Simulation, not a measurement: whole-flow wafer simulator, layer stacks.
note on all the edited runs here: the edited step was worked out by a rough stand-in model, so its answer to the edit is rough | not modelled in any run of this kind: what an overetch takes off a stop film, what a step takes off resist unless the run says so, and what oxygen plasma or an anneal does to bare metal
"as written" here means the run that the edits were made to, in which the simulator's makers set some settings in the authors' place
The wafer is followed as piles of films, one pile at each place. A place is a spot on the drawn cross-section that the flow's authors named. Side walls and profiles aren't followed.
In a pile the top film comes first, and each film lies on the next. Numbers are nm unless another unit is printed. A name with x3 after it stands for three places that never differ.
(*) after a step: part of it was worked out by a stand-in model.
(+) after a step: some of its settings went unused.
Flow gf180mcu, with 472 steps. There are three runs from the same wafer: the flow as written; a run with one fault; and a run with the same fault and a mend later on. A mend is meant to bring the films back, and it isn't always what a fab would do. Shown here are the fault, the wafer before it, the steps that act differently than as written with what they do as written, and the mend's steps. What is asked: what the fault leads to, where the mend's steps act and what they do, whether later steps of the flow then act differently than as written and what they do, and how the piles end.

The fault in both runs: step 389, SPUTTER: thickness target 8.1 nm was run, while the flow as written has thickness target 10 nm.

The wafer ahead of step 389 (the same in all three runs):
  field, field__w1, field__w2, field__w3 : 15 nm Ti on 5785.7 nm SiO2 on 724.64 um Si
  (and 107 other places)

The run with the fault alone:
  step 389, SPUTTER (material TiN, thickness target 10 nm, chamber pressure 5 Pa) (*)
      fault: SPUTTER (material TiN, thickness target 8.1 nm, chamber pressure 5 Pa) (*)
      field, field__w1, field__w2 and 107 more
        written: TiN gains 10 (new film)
        fault: TiN gains 8.1 (new film)
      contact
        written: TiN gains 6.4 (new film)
        fault: TiN gains 5.19 (new film)
  Steps later in the flow that act otherwise than as written (1 more step, not shown, differs only slightly: by at most 2% or 0.5 nm, whichever is larger):
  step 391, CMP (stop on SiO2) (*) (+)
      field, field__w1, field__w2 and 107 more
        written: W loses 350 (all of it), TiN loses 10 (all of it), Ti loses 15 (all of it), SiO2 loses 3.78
        fault: W loses 350 (all of it), TiN loses 8.1 (all of it), Ti loses 15 (all of it), SiO2 loses 3.76
  At contact, the piles at the end differ from the flow's by more than 2% or 0.5 nm, whichever is larger.
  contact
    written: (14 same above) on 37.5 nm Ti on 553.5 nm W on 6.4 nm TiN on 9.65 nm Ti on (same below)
    fault: (14 same above) on 37.5 nm Ti on 554.7 nm W on 5.19 nm TiN on 9.65 nm Ti on (same below)

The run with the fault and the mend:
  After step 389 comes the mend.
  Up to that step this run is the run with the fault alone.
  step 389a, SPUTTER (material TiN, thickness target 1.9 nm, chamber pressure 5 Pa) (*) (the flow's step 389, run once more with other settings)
      field, field__w1, field__w2 and 107 more
        TiN gains 1.9
      contact
        TiN gains 1.21
  Later steps of the flow that are run all act as written at every place that is followed.
  By the end, the piles equal the flow's at every place that both follow.
